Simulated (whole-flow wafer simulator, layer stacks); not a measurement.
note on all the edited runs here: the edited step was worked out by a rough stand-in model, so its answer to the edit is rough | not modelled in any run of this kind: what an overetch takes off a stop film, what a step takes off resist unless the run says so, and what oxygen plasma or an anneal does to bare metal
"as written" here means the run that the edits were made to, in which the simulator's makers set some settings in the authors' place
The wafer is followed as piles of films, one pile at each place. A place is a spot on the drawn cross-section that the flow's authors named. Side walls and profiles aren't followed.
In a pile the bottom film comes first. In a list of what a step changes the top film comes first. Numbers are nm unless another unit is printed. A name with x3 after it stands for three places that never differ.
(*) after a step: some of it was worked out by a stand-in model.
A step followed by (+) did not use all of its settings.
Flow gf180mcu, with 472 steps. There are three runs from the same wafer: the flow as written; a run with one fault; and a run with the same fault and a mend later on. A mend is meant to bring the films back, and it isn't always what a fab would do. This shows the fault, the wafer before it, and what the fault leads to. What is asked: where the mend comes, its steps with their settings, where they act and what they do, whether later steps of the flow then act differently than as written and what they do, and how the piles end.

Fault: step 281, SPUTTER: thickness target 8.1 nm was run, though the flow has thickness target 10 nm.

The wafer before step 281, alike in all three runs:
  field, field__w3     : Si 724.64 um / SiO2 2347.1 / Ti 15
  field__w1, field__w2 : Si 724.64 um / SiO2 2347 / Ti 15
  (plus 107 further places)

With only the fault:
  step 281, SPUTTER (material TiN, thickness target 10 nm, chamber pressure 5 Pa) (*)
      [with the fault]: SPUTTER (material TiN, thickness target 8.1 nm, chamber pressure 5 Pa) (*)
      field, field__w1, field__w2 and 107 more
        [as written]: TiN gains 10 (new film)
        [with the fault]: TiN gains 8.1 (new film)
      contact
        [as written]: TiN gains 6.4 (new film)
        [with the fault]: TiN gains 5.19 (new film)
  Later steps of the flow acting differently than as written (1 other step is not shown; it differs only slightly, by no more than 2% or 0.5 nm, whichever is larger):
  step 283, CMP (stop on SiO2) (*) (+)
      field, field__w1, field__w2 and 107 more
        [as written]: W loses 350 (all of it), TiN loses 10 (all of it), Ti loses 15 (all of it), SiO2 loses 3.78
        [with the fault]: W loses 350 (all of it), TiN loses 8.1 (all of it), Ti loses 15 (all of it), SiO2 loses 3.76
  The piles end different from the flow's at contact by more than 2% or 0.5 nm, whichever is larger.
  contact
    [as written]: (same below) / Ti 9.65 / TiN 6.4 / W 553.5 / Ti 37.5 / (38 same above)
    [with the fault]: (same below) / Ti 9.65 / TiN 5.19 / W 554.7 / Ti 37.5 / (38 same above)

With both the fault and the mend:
  The mend stands after step 281.
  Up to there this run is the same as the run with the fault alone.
  step 281a, SPUTTER (material TiN, thickness target 1.9 nm, chamber pressure 5 Pa) (*) (a further turn of the flow's step 281, with different settings)
      field, field__w1, field__w2 and 107 more
        TiN gains 1.9
      contact
        TiN gains 1.21
  None of the later steps of the flow acts differently than as written at any place that is followed.
  At every place that both follow, the piles at the end match the flow's.
